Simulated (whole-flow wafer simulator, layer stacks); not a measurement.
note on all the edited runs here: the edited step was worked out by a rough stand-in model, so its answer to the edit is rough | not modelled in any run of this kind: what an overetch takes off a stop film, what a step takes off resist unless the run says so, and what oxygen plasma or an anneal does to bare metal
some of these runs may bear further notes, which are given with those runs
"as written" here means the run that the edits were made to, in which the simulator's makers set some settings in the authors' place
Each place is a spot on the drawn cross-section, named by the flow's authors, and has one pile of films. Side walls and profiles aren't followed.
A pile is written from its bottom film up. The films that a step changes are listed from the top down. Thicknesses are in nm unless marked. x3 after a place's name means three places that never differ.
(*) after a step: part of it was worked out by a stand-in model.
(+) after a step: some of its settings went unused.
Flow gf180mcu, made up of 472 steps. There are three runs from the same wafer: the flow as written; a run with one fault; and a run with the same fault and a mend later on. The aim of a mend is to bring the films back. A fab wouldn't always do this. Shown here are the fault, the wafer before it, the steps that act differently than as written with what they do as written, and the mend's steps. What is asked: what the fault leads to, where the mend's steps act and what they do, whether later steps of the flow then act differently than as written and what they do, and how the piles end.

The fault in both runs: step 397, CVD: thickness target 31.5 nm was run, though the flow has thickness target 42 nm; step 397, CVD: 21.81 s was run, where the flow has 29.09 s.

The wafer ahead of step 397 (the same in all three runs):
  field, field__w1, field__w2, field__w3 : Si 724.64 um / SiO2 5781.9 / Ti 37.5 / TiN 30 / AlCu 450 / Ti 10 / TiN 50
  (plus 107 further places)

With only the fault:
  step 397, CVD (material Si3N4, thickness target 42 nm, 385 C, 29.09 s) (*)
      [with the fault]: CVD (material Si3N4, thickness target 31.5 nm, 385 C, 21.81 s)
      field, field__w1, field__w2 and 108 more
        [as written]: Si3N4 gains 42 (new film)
        [with the fault]: Si3N4 gains 31.5 (new film)
  Steps later in the flow that act otherwise than as written (not shown: 6 more steps that differ only slightly, by at most 2% or 0.5 nm, whichever is larger):
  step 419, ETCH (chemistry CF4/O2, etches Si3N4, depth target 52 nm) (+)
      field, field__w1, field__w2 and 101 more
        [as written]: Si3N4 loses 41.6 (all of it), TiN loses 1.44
        [with the fault]: Si3N4 loses 31.2 (all of it), TiN loses 2.16
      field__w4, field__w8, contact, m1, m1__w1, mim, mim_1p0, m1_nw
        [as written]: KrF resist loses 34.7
        [with the fault]: KrF resist loses 31.2
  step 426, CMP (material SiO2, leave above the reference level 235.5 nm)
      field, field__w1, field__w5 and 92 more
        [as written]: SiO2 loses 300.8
        [with the fault]: SiO2 loses 311.3
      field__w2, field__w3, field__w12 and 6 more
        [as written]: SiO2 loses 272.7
        [with the fault]: SiO2 loses 283.6
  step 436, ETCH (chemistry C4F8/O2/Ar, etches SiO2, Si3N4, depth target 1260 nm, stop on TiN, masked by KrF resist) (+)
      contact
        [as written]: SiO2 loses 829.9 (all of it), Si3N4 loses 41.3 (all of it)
        [with the fault]: SiO2 loses 829.9 (all of it), Si3N4 loses 30.8 (all of it)
  The piles end different from the flow's at field__w4, field__w8, m1, m1__w1, mim, mim_1p0, m1_nw by more than 2% or 0.5 nm, whichever is larger.
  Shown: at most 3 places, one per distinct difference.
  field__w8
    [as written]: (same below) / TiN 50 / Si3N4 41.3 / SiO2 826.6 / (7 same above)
    [with the fault]: (same below) / TiN 50 / Si3N4 30.8 / SiO2 826.6 / (7 same above)
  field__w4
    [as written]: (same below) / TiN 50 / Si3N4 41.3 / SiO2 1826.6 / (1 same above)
    [with the fault]: (same below) / TiN 50 / Si3N4 30.8 / SiO2 1826.6 / (1 same above)
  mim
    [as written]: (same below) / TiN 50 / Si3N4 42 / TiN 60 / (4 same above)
    [with the fault]: (same below) / TiN 50 / Si3N4 31.5 / TiN 60 / (4 same above)

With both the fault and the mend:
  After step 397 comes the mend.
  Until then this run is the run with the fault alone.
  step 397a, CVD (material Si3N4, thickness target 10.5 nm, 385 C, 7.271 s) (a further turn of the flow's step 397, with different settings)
      field, field__w1, field__w2 and 108 more
        Si3N4 gains 10.5
  Every later step of the flow that is run acts as written, at every place that is followed, to within 2% or 0.5 nm, whichever is larger.
  At the end the piles are close to the flow's at the places that both follow, differing by at most 2% or 0.5 nm, whichever is larger.
